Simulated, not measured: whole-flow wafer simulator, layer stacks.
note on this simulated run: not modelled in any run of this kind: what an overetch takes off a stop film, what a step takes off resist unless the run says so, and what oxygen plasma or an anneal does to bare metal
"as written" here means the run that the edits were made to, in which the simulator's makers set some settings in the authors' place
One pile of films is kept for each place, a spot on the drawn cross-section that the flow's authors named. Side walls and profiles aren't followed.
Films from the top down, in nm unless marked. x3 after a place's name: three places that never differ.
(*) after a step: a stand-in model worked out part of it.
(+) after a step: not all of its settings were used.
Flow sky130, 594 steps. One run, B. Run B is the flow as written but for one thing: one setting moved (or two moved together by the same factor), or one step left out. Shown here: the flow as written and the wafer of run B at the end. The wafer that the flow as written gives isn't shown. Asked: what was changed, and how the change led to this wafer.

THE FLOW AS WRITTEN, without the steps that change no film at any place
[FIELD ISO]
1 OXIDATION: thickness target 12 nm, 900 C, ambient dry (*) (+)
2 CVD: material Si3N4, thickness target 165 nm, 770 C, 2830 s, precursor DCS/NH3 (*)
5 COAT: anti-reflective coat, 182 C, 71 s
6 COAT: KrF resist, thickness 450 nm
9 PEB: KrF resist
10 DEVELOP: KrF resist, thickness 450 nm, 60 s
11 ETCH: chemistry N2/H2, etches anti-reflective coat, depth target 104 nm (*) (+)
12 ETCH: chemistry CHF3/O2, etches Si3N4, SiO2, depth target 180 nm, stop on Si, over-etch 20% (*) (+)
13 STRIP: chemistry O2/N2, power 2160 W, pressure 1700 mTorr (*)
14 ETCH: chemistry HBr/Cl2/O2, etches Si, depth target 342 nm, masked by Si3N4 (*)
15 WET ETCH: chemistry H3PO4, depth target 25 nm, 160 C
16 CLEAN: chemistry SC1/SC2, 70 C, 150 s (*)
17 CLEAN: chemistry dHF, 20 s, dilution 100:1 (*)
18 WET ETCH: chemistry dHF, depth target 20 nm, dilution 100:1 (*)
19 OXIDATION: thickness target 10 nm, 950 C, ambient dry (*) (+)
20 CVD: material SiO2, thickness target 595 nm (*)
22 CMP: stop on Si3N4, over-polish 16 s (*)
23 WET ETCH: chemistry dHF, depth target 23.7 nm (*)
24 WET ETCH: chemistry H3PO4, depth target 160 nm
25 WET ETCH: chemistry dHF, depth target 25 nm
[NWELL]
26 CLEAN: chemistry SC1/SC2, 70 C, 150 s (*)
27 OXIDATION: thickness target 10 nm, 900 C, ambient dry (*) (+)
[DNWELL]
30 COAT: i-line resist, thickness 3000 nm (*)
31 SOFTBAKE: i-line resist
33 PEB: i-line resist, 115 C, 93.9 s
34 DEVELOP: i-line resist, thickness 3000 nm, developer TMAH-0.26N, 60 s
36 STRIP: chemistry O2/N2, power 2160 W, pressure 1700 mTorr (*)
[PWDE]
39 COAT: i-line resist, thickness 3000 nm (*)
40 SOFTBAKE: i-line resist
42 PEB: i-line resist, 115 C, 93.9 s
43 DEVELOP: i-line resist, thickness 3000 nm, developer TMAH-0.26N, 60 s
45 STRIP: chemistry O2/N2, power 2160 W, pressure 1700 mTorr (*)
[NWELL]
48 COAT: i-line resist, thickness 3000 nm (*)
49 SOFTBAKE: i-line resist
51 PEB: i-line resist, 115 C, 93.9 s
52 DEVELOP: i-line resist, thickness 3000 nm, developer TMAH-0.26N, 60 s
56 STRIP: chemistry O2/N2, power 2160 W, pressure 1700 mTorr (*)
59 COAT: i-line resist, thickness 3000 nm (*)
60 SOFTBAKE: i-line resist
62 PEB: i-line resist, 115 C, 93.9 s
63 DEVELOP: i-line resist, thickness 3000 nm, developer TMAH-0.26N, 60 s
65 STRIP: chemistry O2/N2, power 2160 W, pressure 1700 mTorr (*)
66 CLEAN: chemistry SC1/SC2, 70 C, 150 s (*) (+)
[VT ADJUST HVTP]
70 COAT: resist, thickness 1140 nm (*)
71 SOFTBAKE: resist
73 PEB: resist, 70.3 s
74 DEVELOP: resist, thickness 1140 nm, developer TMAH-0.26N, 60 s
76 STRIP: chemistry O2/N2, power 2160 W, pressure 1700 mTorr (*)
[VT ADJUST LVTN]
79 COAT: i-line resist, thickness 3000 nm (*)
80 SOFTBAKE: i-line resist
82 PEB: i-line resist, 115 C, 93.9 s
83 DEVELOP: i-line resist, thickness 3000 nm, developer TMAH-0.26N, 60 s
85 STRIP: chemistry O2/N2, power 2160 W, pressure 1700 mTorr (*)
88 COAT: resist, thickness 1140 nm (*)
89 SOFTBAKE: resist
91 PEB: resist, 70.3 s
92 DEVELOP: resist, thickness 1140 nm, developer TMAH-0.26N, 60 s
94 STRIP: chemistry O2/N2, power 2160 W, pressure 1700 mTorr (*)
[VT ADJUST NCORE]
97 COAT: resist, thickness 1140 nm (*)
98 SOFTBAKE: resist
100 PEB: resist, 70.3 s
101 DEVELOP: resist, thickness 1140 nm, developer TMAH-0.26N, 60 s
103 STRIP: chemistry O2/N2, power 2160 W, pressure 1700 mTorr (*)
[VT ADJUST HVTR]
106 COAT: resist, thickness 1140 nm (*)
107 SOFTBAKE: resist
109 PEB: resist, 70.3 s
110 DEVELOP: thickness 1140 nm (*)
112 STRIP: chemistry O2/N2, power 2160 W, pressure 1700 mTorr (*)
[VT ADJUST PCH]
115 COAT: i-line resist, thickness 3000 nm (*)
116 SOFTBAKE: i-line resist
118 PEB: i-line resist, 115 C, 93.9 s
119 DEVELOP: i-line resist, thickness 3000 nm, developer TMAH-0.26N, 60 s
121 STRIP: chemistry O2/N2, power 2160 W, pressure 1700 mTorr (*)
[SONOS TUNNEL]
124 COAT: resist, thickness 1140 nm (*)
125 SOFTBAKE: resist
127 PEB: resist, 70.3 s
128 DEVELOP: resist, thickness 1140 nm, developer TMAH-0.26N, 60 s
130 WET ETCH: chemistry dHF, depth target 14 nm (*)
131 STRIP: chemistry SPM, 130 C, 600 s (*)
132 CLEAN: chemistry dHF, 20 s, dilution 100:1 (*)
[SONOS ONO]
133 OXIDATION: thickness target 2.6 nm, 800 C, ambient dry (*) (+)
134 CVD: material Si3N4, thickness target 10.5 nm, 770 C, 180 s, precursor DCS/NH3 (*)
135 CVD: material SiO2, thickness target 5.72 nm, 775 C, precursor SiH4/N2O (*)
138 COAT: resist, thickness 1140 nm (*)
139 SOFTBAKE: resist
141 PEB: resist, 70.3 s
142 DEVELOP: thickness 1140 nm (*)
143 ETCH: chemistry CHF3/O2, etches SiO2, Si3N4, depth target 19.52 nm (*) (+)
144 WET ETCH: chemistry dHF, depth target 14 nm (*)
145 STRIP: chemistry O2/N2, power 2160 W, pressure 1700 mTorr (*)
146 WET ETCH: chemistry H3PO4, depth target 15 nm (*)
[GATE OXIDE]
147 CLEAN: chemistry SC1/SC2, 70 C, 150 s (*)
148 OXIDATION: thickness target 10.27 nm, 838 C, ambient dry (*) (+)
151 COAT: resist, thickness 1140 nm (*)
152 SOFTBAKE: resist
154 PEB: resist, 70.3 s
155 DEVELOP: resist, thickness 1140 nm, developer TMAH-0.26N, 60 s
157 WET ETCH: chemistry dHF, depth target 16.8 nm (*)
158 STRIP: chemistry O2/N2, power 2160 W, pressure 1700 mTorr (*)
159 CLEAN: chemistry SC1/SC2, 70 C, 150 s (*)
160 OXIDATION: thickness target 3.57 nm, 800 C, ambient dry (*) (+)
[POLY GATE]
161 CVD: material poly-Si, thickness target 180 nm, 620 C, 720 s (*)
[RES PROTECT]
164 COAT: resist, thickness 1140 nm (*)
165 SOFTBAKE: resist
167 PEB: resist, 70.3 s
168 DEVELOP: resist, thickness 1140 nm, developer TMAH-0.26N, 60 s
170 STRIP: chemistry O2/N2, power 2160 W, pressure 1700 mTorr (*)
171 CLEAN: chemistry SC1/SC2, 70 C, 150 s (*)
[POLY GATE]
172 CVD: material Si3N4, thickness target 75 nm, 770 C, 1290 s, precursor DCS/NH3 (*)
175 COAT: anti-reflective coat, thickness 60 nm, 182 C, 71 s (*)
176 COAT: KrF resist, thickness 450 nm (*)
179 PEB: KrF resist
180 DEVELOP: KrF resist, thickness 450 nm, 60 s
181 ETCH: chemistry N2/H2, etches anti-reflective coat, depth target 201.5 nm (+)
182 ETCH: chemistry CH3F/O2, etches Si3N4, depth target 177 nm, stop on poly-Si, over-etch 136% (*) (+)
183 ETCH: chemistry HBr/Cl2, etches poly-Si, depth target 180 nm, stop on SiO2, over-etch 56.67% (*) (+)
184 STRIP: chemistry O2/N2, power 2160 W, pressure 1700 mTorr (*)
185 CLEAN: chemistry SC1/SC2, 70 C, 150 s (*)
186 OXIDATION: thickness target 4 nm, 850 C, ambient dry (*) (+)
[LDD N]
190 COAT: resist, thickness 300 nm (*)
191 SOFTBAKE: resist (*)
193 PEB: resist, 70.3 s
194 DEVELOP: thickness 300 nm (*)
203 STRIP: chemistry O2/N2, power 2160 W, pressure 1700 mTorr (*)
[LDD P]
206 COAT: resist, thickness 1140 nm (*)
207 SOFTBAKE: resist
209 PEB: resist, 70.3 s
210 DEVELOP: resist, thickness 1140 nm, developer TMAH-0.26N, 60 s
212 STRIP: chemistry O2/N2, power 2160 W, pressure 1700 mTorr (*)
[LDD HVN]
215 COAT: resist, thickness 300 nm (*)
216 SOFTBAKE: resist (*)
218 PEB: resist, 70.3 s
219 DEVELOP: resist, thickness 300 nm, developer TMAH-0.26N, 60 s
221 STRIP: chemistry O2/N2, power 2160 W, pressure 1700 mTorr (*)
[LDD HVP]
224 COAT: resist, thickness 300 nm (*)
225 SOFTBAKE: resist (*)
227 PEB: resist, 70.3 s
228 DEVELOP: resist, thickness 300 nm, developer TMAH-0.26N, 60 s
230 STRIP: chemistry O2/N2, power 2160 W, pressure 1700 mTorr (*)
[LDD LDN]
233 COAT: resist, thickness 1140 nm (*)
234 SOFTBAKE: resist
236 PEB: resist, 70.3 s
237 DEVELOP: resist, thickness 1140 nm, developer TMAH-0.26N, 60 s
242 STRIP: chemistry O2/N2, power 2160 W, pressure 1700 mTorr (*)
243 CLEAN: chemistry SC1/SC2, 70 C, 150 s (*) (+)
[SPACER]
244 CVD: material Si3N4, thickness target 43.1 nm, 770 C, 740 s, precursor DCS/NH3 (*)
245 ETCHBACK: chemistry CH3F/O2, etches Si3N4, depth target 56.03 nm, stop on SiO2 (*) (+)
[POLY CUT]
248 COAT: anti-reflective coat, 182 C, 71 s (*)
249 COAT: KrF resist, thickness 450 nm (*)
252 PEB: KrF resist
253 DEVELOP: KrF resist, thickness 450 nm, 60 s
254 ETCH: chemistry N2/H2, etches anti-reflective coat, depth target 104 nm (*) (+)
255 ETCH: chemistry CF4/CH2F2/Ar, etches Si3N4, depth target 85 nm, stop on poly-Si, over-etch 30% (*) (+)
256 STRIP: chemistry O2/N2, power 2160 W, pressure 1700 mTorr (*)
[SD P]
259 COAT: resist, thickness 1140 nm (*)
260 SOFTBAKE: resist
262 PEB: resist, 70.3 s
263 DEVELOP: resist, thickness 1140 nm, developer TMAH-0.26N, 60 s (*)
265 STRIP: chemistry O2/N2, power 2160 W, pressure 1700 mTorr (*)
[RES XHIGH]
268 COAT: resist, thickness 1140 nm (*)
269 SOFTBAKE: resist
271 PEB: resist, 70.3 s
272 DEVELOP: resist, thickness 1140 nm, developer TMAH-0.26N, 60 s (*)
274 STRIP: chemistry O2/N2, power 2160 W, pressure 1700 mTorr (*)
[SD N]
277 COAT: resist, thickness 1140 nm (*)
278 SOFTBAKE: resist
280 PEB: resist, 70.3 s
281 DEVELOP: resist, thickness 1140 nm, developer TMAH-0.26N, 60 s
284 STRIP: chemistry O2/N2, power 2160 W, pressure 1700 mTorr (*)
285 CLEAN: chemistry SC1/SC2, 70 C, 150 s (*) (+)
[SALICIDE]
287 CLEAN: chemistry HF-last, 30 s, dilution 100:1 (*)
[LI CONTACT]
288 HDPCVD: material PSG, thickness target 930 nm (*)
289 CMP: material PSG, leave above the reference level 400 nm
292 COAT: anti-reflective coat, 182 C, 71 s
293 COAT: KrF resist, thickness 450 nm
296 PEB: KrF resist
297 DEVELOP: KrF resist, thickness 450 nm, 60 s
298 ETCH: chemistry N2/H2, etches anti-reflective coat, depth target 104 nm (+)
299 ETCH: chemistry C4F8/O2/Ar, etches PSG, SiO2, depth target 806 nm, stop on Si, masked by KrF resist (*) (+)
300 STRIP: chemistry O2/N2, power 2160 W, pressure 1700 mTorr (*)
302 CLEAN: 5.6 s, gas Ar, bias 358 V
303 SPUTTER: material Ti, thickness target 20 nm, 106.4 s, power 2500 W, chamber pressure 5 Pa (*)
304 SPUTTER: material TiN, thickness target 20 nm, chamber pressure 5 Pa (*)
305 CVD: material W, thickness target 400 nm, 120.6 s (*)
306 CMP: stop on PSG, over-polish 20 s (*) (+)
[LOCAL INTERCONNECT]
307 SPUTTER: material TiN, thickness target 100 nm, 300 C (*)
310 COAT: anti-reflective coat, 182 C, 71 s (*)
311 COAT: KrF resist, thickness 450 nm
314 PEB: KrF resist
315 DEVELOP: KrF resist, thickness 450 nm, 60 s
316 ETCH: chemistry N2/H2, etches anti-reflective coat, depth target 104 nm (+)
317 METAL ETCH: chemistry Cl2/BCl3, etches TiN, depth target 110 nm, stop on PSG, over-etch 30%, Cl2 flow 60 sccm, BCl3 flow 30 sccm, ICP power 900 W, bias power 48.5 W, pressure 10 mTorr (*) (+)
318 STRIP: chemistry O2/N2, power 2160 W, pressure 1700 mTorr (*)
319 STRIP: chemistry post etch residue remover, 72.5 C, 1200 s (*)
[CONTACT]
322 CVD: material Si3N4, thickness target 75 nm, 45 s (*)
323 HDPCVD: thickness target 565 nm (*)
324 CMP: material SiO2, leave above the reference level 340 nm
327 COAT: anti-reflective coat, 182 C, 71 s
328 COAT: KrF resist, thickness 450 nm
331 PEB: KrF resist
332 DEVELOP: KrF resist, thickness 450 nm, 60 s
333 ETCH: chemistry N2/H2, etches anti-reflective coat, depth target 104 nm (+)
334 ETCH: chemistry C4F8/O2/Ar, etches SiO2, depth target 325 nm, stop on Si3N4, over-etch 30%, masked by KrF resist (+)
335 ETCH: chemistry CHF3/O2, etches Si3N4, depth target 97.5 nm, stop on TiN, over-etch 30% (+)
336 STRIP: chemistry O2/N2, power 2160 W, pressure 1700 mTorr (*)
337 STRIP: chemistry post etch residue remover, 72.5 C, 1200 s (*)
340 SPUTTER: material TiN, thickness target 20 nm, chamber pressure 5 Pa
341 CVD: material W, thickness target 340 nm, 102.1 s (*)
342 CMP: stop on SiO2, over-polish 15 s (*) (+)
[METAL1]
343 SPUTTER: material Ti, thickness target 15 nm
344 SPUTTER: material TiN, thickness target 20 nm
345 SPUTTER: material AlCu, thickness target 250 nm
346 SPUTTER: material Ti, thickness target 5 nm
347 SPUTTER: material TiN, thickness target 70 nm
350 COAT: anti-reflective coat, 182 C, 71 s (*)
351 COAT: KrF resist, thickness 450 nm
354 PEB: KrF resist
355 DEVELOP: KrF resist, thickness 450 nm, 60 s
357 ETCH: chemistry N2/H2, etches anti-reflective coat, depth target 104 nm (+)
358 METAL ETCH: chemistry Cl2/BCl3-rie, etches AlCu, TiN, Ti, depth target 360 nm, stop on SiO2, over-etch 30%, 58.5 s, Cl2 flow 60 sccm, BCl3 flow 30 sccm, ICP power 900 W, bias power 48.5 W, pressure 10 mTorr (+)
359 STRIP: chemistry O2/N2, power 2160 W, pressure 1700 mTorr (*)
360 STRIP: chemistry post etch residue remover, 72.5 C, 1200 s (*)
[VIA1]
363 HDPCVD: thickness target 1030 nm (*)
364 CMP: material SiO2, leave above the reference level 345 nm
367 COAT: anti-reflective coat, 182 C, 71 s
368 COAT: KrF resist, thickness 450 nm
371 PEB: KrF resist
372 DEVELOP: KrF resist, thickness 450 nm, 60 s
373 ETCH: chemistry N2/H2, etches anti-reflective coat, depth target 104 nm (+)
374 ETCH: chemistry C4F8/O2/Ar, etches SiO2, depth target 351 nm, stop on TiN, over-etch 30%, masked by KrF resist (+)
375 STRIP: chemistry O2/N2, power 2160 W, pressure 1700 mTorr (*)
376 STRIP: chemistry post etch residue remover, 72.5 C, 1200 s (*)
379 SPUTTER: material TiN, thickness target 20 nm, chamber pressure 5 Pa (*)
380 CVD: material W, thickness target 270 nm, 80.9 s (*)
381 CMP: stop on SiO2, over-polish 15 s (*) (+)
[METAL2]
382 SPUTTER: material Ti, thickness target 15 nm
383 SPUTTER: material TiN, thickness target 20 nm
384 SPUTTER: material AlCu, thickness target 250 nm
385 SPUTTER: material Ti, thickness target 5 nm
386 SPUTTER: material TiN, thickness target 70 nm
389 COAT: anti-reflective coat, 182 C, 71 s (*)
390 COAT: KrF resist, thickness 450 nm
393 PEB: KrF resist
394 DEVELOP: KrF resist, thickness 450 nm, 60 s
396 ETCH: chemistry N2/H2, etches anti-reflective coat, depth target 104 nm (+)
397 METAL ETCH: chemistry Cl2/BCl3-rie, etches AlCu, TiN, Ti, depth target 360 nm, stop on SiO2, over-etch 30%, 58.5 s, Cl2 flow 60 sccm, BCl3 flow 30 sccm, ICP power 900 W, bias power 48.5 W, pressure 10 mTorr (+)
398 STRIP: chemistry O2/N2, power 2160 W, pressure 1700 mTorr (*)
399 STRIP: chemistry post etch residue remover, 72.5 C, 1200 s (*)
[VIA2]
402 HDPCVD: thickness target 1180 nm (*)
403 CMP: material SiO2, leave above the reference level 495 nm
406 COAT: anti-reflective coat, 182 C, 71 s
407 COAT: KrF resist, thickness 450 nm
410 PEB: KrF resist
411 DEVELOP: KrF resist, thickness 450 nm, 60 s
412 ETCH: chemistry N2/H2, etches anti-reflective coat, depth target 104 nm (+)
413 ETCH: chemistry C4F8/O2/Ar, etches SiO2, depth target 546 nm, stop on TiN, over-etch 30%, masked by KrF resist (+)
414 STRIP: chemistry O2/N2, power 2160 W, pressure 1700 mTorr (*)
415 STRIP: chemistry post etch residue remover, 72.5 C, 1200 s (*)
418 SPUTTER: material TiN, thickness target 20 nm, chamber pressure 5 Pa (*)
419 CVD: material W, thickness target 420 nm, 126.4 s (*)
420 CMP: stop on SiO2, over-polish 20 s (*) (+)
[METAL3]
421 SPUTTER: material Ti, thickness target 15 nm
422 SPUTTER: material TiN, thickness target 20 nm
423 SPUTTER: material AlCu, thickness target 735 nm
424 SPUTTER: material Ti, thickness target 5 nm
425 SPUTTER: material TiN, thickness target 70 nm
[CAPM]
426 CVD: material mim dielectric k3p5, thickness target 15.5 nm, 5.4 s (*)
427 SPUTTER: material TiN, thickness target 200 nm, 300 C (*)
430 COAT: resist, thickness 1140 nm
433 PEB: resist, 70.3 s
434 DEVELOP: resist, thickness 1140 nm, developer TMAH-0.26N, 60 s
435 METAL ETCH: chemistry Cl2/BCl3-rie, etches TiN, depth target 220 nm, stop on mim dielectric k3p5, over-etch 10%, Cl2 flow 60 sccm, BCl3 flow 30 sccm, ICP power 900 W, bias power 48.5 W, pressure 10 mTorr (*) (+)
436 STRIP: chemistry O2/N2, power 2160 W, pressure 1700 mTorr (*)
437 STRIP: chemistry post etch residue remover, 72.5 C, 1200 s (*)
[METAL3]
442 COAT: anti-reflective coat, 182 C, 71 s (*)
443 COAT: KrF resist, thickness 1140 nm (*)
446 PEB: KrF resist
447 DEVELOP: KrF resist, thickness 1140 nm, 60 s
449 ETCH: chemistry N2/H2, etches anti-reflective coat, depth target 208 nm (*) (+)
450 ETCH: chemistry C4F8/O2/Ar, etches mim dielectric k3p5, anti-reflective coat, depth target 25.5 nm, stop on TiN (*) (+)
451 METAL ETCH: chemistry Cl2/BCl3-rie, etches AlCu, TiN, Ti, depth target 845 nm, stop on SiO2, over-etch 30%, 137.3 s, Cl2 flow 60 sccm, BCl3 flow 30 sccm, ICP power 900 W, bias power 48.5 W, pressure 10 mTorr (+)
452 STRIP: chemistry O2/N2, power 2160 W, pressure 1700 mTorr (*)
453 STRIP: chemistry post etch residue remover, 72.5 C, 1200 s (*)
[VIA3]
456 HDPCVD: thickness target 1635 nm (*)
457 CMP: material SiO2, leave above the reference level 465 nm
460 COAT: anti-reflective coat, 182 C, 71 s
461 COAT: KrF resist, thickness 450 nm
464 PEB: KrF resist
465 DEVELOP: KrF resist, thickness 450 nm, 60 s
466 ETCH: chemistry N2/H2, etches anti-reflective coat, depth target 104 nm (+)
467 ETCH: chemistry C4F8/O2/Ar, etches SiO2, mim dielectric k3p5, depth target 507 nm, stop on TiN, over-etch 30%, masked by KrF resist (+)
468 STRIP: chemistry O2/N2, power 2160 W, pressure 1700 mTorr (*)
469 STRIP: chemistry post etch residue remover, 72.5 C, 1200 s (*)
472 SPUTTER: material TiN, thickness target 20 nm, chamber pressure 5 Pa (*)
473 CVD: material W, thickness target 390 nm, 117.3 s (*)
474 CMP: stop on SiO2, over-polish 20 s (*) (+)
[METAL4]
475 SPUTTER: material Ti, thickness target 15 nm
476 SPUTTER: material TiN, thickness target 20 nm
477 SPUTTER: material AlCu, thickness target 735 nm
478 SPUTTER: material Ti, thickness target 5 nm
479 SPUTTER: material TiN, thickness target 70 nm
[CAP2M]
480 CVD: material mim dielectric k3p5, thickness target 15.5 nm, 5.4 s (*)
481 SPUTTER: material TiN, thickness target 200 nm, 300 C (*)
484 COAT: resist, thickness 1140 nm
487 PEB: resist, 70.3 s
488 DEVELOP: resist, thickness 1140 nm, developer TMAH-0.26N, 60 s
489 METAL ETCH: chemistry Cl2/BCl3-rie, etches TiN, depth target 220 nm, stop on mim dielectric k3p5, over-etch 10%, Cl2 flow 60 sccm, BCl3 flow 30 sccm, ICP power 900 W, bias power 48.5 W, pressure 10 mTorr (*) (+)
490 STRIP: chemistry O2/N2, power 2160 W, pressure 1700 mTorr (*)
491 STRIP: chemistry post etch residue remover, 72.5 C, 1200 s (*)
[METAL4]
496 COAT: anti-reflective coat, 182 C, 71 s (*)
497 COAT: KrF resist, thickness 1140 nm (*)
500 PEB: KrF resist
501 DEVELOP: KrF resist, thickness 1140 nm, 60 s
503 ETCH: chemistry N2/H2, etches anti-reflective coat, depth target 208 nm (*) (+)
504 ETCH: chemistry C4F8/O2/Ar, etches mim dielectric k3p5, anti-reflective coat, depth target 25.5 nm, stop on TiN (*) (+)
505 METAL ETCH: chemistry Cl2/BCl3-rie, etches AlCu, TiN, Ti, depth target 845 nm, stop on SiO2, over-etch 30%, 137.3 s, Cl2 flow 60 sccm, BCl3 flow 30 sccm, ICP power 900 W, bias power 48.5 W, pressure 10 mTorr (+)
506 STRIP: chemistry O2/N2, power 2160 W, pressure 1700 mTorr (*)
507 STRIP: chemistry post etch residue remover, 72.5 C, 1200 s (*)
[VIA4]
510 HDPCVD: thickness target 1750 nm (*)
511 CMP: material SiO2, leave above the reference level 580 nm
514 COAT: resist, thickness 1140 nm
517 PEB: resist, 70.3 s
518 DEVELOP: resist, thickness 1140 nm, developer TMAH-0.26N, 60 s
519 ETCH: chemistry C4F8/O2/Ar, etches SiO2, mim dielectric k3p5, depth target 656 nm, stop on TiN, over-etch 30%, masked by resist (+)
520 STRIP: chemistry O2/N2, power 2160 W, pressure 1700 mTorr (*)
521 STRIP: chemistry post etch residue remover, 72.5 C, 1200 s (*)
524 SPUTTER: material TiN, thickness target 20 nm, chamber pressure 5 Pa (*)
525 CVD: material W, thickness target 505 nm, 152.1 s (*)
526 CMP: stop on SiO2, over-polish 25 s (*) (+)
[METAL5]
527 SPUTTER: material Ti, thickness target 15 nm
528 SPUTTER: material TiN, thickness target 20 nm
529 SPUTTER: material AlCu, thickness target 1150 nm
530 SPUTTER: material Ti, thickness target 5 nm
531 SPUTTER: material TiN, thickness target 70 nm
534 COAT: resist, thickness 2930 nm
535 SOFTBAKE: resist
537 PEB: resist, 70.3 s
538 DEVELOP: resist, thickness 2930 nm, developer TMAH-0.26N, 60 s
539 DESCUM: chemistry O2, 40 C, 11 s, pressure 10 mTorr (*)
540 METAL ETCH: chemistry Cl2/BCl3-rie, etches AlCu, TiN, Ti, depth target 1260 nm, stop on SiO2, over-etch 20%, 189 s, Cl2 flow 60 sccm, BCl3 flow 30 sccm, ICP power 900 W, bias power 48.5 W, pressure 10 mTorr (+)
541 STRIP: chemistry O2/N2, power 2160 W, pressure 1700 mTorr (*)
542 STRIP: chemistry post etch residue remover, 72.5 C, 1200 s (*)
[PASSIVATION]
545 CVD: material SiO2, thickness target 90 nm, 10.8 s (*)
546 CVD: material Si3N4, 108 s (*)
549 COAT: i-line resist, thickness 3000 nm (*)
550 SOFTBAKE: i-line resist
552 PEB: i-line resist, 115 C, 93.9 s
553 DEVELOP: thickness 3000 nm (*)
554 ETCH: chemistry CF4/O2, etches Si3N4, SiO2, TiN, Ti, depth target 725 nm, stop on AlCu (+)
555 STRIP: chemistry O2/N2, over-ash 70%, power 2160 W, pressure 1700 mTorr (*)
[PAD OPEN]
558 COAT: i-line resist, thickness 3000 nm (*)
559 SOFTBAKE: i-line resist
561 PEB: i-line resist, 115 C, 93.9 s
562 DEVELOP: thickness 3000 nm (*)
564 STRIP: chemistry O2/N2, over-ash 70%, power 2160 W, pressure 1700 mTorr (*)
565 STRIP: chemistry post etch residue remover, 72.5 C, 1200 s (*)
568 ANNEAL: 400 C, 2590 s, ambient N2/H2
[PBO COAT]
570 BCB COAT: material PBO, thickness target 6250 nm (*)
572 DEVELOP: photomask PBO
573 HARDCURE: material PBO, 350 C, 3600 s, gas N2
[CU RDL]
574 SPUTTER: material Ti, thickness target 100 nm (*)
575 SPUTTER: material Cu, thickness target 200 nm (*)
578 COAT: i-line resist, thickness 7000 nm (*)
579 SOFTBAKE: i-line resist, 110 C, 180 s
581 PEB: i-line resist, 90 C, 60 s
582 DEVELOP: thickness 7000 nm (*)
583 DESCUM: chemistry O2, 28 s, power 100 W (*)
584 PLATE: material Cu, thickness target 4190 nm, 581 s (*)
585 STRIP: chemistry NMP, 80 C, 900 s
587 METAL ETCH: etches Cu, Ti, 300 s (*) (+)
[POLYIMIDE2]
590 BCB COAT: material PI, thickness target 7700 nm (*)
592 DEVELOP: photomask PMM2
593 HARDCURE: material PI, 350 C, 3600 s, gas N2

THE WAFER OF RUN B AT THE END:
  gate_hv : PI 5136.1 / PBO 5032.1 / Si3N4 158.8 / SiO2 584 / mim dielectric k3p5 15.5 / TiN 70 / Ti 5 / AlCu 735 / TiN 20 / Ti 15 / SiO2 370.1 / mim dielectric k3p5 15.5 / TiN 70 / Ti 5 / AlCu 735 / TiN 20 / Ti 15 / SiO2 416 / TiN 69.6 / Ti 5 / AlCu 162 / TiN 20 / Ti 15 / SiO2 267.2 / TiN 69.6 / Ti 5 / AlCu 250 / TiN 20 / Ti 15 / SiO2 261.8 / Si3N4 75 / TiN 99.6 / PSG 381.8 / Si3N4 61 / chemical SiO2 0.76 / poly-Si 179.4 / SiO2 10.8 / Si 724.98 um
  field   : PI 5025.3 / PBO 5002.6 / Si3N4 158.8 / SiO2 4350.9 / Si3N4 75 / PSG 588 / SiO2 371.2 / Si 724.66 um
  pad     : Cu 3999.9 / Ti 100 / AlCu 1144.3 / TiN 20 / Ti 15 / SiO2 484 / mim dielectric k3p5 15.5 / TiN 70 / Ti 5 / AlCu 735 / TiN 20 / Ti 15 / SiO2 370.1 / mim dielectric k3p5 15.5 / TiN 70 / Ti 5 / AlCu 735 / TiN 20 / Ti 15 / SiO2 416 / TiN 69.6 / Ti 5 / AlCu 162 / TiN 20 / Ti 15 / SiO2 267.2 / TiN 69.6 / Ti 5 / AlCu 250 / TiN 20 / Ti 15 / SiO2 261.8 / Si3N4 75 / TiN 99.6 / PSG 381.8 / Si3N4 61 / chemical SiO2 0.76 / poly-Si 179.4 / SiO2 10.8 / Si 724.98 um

The cause: step 384, SPUTTER: thickness target 162 nm was run, where the flow has thickness target 250 nm.
It can be read off the wafer: gate_hv has AlCu 162, and step 384 as written asks for 250 nm.

How the change led to this, step by step:
  384 SPUTTER: material AlCu, thickness target 250 nm
      field, active, n_well and 188 more: AlCu +162 (new film) (as written it would be: AlCu +250 (new film))
  397 METAL ETCH: chemistry Cl2/BCl3-rie, etches AlCu, TiN, Ti, depth target 360 nm, stop on SiO2, over-etch 30%, 58.5 s, Cl2 flow 60 sccm, BCl3 flow 30 sccm, ICP power 900 W, bias power 48.5 W, pressure 10 mTorr (+)
      field, active, gate and 82 more: TiN -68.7 (all of it), Ti -5 (all of it), AlCu -162 (all of it), TiN -20 (all of it), Ti -15 (all of it), SiO2 -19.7 (as written it would be: TiN -68.7 (all of it), Ti -5 (all of it), AlCu -250 (all of it), TiN -20 (all of it), Ti -15 (all of it), SiO2 -10.9)
  403 CMP: material SiO2, leave above the reference level 495 nm
      field, active, gate and 82 more: SiO2 -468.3 (as written it would be: SiO2 -389.1)
